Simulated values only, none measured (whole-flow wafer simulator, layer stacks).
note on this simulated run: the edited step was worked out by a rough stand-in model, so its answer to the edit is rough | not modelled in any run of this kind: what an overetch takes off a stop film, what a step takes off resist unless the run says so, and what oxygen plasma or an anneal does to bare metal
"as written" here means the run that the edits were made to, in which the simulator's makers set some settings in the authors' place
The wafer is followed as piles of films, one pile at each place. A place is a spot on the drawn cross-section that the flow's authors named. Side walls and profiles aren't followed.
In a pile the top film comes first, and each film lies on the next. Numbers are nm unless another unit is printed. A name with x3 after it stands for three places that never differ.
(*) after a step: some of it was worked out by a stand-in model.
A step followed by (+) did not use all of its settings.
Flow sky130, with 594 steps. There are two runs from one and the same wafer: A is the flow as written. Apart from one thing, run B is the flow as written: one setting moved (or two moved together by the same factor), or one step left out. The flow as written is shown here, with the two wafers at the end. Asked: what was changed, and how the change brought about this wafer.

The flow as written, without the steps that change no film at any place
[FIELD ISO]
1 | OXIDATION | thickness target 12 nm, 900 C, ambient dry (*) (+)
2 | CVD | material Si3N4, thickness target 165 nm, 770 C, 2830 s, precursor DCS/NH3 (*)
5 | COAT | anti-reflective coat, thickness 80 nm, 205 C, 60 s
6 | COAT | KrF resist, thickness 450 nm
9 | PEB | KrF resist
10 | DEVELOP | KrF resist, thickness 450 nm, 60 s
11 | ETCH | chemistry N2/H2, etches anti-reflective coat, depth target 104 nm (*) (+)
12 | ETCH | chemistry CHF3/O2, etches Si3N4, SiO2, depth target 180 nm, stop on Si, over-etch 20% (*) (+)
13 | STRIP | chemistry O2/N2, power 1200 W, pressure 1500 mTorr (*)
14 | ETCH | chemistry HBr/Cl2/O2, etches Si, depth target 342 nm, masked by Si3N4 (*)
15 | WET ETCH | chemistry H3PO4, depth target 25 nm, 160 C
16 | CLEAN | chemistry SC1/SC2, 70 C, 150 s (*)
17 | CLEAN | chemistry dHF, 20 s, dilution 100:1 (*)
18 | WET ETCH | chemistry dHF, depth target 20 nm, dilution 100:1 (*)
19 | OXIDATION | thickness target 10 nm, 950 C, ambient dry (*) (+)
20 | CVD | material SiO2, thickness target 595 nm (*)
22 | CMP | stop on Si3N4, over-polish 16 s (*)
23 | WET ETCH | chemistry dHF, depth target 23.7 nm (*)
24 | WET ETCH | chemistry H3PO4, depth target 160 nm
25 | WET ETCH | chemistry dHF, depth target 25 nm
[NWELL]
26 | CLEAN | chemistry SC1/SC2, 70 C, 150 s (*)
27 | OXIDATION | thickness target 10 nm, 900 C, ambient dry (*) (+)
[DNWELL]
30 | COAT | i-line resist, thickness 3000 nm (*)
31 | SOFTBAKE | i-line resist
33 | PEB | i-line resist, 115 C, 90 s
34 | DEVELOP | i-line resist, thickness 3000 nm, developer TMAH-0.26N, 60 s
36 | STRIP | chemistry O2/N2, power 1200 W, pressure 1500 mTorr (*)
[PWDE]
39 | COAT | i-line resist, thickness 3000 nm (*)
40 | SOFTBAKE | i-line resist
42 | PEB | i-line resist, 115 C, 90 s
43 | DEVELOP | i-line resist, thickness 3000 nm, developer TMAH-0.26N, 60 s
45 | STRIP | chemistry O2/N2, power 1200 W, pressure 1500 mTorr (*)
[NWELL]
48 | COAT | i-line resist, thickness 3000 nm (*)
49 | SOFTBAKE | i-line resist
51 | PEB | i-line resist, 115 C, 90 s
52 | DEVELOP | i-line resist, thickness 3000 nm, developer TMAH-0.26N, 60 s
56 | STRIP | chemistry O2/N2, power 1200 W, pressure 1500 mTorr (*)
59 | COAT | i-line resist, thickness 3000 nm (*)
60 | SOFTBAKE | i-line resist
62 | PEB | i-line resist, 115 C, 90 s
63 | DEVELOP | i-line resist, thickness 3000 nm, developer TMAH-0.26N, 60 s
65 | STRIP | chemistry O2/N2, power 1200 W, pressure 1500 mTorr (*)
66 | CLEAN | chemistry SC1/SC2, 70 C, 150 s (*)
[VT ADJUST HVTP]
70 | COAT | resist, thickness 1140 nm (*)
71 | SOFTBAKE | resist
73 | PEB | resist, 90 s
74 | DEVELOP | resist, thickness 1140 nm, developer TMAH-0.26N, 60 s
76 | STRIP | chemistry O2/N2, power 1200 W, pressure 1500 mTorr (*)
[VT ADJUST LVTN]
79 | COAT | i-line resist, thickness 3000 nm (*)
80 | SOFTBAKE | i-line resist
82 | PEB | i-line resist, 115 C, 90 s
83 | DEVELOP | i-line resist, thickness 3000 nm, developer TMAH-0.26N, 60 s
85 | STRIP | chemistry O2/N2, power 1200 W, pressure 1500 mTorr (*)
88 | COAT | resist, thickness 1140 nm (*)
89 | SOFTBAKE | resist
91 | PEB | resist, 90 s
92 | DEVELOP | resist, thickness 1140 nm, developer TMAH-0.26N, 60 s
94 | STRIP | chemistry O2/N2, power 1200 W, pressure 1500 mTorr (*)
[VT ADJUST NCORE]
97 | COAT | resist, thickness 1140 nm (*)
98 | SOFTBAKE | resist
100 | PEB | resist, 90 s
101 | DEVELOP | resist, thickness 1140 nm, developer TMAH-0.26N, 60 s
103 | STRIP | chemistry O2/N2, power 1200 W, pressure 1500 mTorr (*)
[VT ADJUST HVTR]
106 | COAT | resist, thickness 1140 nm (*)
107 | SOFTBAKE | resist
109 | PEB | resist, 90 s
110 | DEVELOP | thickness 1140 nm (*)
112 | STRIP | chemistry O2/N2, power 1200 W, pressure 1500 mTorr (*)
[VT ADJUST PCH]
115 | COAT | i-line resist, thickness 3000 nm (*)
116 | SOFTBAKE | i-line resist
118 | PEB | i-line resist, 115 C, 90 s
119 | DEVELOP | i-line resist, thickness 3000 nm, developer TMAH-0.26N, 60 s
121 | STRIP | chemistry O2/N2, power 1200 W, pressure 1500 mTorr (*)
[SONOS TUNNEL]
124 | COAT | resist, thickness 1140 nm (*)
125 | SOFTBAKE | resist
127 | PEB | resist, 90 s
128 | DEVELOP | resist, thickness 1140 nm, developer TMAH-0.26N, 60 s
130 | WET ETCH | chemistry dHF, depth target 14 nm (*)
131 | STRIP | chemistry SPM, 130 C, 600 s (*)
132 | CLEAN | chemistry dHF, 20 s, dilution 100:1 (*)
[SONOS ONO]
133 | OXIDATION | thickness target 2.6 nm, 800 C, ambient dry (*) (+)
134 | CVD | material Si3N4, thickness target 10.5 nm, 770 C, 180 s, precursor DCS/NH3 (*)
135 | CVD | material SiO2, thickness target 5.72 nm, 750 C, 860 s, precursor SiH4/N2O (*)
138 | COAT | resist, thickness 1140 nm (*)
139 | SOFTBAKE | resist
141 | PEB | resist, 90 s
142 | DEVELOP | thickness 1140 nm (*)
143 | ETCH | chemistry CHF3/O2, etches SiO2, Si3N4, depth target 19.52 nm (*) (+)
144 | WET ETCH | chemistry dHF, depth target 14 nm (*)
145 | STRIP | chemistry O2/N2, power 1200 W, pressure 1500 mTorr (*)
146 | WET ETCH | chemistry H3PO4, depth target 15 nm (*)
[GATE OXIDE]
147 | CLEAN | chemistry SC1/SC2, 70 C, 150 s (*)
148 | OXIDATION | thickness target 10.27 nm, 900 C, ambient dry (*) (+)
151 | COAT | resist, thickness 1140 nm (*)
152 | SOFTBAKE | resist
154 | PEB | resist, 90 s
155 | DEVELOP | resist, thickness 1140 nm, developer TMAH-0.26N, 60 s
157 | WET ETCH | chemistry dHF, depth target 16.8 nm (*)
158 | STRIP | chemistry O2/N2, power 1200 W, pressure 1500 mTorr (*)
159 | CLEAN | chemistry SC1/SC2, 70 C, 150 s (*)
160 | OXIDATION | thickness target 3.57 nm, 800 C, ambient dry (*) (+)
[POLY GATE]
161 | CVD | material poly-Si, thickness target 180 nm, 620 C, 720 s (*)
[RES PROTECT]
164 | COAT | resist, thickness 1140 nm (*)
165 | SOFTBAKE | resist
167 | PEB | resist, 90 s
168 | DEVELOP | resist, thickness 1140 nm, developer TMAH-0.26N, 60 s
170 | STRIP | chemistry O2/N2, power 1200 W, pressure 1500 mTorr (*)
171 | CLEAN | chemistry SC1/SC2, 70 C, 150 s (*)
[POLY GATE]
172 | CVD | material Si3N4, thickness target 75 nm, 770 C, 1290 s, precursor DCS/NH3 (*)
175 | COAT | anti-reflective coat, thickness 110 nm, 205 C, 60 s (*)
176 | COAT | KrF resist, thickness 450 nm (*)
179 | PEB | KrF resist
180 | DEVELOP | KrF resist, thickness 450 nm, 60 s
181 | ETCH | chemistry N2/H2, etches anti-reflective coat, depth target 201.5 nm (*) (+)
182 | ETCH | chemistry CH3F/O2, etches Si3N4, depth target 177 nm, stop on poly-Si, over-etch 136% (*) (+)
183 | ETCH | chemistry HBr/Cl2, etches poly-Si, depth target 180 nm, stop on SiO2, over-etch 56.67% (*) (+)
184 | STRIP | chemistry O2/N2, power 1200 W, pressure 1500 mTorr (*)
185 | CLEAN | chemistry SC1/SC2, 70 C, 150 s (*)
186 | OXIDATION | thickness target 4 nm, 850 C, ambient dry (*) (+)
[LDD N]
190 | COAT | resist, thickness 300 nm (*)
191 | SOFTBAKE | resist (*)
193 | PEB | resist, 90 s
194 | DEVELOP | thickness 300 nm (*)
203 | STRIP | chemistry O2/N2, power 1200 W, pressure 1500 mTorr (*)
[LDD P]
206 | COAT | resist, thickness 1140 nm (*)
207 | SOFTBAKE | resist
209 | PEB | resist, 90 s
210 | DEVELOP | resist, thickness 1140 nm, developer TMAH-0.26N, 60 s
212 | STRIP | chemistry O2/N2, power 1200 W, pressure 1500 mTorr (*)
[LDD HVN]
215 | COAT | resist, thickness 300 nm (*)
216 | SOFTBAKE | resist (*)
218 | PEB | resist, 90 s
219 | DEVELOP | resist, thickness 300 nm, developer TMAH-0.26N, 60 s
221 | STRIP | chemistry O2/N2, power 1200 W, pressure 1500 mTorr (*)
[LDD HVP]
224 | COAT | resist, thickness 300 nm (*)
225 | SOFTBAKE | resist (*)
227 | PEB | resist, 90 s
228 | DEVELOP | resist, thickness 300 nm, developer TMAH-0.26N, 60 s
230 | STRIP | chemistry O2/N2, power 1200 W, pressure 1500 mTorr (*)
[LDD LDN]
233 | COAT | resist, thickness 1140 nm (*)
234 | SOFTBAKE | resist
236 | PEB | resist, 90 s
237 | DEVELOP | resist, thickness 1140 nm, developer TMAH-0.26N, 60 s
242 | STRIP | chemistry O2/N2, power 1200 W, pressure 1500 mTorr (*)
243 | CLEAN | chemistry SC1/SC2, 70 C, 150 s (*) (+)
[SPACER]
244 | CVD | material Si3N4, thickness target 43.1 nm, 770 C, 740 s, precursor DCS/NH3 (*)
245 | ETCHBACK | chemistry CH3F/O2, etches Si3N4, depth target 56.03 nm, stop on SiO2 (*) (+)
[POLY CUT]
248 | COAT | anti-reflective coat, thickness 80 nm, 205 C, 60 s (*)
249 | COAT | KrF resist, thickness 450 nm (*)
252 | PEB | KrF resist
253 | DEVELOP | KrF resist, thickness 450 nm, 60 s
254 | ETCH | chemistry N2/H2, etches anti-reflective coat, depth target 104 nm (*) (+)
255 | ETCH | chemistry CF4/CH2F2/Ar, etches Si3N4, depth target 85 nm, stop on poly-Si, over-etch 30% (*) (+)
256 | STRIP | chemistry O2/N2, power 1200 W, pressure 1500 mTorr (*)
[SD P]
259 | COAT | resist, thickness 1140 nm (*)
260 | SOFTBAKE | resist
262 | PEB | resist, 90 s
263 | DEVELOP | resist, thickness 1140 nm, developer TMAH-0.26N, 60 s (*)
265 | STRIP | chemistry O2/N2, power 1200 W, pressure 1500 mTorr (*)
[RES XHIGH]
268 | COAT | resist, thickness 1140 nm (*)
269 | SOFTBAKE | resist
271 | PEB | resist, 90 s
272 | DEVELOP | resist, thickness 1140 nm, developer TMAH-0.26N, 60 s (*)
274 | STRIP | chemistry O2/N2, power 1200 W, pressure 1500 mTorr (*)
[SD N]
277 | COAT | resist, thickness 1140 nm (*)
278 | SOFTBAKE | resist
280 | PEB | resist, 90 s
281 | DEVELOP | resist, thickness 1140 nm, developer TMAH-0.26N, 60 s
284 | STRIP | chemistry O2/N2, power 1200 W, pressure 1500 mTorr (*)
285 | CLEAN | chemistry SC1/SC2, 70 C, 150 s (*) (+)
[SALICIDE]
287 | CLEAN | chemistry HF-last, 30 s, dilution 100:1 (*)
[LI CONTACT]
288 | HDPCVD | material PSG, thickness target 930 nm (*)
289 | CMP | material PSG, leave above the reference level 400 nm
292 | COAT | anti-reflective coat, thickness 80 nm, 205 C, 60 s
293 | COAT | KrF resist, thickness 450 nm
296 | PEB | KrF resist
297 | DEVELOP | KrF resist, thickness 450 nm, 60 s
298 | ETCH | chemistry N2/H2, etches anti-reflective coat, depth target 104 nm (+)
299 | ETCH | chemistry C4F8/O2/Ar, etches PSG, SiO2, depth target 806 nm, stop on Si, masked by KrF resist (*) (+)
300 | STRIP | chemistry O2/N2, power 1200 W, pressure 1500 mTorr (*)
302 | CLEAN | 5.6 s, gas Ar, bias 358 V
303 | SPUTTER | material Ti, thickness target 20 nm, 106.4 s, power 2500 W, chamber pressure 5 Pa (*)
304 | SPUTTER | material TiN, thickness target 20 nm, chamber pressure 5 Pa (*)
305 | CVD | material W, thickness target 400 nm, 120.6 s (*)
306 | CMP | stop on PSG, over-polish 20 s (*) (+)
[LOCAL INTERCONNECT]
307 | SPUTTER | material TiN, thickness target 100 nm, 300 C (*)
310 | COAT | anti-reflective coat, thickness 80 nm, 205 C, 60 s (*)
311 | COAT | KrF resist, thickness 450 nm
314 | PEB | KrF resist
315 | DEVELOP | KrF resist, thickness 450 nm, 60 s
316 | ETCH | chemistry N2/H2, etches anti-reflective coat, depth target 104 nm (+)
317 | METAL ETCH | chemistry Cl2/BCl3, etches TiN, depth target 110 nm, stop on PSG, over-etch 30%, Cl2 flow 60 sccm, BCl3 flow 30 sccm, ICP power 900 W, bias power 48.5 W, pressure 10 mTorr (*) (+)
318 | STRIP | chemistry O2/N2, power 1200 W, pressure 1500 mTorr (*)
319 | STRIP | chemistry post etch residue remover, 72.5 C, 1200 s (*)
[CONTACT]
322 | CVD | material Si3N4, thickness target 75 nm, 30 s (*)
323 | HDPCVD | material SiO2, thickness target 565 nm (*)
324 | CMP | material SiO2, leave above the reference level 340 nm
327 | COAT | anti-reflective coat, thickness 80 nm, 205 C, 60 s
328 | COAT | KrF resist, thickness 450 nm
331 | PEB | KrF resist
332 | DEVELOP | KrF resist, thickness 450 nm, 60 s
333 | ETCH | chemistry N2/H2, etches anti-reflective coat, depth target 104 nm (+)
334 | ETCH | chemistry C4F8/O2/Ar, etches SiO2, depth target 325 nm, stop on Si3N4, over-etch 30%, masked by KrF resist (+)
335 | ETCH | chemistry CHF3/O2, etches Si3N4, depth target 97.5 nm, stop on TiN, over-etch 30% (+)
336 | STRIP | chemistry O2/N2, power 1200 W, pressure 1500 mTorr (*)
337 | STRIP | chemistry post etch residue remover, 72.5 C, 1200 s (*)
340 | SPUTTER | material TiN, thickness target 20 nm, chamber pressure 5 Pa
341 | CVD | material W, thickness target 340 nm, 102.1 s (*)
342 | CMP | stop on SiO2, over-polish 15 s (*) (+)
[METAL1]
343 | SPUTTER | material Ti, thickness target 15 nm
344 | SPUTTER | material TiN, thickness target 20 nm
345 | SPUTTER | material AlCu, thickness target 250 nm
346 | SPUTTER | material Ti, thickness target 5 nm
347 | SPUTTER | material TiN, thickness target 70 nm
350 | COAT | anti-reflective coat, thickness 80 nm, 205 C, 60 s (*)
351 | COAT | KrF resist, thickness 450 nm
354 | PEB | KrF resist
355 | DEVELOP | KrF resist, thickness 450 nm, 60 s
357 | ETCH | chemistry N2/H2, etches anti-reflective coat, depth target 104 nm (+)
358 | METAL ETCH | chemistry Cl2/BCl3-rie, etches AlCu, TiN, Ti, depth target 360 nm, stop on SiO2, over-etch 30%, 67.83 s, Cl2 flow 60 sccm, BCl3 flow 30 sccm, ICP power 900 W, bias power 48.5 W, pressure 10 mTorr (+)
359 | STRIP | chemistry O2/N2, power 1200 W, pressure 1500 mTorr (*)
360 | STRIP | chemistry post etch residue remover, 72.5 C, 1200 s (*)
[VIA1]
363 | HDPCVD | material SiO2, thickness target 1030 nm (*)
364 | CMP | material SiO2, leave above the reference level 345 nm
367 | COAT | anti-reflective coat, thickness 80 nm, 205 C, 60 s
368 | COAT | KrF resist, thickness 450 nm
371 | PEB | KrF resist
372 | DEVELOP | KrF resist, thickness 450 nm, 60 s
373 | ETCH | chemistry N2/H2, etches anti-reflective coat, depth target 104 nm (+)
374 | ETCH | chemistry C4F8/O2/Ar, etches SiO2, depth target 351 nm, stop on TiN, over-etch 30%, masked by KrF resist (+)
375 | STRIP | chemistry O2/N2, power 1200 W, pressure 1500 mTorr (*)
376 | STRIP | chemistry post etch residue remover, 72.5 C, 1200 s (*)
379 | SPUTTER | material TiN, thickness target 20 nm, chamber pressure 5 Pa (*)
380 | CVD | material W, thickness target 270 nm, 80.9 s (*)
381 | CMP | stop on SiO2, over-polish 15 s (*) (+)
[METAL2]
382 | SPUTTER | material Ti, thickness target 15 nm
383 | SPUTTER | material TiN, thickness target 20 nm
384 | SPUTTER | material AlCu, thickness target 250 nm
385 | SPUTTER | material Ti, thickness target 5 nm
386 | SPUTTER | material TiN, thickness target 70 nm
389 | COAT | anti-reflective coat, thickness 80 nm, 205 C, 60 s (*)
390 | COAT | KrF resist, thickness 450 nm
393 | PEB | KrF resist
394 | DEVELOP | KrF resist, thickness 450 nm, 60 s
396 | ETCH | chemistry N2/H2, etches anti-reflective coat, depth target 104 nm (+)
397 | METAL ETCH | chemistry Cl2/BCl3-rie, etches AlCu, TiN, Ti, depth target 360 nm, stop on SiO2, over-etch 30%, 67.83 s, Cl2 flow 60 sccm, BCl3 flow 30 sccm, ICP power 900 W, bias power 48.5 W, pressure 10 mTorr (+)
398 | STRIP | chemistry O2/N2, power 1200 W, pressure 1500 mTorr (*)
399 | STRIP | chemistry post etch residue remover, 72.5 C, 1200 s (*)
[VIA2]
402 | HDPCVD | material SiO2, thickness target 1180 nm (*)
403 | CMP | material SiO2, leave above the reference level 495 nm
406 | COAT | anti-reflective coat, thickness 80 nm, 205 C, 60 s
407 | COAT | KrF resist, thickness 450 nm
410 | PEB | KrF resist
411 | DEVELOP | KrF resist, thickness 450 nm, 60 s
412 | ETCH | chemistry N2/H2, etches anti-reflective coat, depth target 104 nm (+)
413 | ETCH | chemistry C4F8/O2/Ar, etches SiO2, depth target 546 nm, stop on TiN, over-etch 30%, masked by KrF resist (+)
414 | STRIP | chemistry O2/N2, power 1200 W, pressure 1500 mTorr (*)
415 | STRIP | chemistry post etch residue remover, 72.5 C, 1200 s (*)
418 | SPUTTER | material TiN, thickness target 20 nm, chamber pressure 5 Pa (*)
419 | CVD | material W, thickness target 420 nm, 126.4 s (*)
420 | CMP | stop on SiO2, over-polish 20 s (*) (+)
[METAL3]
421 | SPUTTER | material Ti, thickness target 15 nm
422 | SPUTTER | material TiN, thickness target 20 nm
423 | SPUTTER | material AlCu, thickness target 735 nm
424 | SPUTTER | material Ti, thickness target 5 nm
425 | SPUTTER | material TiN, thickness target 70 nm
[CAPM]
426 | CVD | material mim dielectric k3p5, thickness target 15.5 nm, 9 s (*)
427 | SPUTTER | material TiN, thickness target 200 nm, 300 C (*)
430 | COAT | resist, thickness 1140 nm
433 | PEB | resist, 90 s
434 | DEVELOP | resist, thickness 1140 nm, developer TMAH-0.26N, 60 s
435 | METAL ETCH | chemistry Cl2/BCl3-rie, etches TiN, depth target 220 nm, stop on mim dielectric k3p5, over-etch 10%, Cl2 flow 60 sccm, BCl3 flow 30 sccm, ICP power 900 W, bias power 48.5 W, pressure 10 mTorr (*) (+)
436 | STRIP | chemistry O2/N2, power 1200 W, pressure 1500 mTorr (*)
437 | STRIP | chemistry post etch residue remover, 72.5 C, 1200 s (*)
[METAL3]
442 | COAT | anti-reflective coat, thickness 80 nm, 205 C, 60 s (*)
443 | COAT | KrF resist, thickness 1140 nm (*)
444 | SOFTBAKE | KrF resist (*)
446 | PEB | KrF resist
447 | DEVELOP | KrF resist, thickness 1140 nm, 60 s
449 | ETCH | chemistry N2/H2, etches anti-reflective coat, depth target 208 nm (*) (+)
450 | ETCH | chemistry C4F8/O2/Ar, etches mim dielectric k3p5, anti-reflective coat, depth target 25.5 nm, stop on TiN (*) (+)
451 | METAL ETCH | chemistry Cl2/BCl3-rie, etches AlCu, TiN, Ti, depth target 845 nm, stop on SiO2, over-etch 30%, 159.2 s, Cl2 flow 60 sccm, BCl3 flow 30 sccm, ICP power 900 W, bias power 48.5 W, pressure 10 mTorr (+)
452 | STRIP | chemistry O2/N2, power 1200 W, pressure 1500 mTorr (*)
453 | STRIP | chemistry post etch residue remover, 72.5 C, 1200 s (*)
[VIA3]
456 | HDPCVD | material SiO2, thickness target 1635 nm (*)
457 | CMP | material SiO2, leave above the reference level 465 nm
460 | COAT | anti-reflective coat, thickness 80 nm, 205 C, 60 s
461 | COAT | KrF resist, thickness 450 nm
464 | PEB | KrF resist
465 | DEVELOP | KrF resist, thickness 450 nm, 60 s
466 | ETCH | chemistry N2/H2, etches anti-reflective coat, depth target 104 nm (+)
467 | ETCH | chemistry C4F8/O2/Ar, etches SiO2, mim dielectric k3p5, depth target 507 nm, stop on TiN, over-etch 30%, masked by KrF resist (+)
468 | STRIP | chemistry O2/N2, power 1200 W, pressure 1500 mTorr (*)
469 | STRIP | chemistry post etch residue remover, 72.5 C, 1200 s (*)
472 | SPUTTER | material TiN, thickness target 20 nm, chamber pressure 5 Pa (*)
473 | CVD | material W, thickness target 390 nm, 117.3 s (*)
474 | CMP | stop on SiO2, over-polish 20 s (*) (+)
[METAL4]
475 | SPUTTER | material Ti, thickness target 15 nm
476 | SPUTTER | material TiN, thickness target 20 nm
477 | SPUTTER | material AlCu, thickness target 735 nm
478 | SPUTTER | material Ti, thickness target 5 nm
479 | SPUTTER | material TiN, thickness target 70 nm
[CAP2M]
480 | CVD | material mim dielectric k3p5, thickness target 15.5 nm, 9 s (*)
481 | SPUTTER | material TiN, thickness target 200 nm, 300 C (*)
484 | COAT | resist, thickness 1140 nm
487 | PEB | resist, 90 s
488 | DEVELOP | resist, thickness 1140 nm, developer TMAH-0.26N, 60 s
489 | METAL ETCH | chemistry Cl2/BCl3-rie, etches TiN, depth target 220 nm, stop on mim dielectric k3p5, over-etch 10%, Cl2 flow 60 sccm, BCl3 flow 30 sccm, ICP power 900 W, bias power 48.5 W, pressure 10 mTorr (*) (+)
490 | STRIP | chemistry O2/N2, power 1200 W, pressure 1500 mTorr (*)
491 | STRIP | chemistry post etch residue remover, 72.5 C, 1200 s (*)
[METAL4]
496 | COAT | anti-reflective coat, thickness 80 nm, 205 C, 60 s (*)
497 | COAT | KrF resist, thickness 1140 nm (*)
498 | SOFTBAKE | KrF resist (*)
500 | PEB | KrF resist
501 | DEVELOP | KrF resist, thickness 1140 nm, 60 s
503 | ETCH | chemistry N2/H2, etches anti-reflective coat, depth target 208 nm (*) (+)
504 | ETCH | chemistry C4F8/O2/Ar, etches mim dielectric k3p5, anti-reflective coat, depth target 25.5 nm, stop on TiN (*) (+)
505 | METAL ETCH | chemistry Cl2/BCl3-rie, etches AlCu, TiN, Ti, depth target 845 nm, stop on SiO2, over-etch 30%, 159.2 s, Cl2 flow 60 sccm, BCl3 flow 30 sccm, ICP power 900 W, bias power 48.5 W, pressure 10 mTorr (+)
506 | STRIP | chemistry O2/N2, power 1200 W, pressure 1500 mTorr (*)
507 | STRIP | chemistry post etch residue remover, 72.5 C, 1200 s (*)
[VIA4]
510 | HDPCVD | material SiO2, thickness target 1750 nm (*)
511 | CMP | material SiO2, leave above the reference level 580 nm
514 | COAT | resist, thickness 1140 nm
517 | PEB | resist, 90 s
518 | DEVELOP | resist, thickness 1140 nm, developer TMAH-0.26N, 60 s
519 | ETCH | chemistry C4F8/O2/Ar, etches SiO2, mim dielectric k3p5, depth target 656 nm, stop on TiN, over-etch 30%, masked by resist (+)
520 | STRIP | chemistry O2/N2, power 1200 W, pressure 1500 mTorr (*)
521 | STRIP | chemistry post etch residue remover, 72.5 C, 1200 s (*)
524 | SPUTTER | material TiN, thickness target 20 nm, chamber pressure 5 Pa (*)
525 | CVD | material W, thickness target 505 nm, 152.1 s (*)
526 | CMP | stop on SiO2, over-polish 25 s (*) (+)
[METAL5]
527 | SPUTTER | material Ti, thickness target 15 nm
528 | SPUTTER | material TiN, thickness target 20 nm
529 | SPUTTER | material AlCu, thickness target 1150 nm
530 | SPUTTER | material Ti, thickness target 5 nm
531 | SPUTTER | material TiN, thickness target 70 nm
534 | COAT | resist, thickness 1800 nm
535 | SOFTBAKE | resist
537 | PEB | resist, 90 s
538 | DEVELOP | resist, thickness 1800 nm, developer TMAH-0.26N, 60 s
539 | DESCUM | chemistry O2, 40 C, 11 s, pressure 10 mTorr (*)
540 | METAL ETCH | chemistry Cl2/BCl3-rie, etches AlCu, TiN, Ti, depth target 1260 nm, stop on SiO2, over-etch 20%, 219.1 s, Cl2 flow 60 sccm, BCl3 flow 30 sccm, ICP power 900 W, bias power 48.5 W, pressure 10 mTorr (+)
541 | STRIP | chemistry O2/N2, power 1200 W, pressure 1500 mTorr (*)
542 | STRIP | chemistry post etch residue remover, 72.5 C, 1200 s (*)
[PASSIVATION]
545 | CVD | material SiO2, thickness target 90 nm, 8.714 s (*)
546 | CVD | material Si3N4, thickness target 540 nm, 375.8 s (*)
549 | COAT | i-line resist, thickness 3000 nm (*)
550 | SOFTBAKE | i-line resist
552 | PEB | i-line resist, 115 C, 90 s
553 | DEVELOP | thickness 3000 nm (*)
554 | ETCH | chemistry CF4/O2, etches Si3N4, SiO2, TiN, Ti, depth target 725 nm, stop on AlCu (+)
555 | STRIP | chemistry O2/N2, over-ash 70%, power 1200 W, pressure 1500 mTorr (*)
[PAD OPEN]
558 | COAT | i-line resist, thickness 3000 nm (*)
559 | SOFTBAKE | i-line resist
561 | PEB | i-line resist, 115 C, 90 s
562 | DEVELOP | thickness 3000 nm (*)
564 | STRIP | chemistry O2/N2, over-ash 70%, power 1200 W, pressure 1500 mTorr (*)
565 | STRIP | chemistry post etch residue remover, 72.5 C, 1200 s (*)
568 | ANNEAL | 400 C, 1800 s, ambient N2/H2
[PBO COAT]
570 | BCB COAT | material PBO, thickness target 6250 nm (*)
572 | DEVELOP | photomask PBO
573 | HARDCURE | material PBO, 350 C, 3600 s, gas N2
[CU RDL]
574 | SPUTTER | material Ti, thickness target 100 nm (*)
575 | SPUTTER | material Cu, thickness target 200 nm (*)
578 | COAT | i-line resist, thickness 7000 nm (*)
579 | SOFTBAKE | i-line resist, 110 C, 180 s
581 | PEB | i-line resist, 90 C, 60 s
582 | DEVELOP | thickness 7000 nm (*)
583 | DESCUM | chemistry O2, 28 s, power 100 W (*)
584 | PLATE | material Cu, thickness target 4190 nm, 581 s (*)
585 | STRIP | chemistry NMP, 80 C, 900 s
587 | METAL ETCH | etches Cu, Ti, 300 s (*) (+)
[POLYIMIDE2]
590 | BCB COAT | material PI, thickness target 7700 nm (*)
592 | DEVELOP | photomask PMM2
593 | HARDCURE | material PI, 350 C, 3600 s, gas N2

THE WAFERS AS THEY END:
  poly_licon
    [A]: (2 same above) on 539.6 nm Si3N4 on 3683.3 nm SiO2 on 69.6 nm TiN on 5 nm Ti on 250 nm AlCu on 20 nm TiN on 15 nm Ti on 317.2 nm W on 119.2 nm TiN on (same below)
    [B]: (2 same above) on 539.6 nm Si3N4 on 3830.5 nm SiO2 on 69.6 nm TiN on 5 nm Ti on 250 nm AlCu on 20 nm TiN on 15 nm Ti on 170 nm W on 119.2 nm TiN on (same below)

What caused this: step 341, CVD: thickness target 170 nm was run, while the flow as written has thickness target 340 nm.

The path from the change to this, step by step:
  341 | CVD | material W, thickness target 340 nm, 102.1 s (*)
      field, active, n_well and 185 more: A W gains 340 (new film) | B W gains 170 (new film)
      ndiff_licon, ndiff_licon_cpp, rpo_hd_licon: A W gains 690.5 (new film) | B W gains 520.5 (new film)
  342 | CMP | stop on SiO2, over-polish 15 s (*) (+)
      poly_licon: A W loses 22.8 | B nothing
      field, active, n_well and 184 more: A W loses 340 (all of it), TiN loses 20 (all of it), SiO2 loses 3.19 | B W loses 170 (all of it), TiN loses 20 (all of it), SiO2 loses 3.19
      (also at 3 further places)
  350 | COAT | anti-reflective coat, thickness 80 nm, 205 C, 60 s (*)
      poly_licon: A anti-reflective coat gains 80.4 (new film) | B anti-reflective coat gains 227.7 (new film)
  359 | STRIP | chemistry O2/N2, power 1200 W, pressure 1500 mTorr (*)
      poly_licon: A KrF resist loses 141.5 (all of it), anti-reflective coat loses 80.4 (all of it) | B KrF resist loses 141.5 (all of it), anti-reflective coat loses 227.7 (all of it)
  364 | CMP | material SiO2, leave above the reference level 345 nm
      poly_licon: A SiO2 loses 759 | B SiO2 loses 611.8
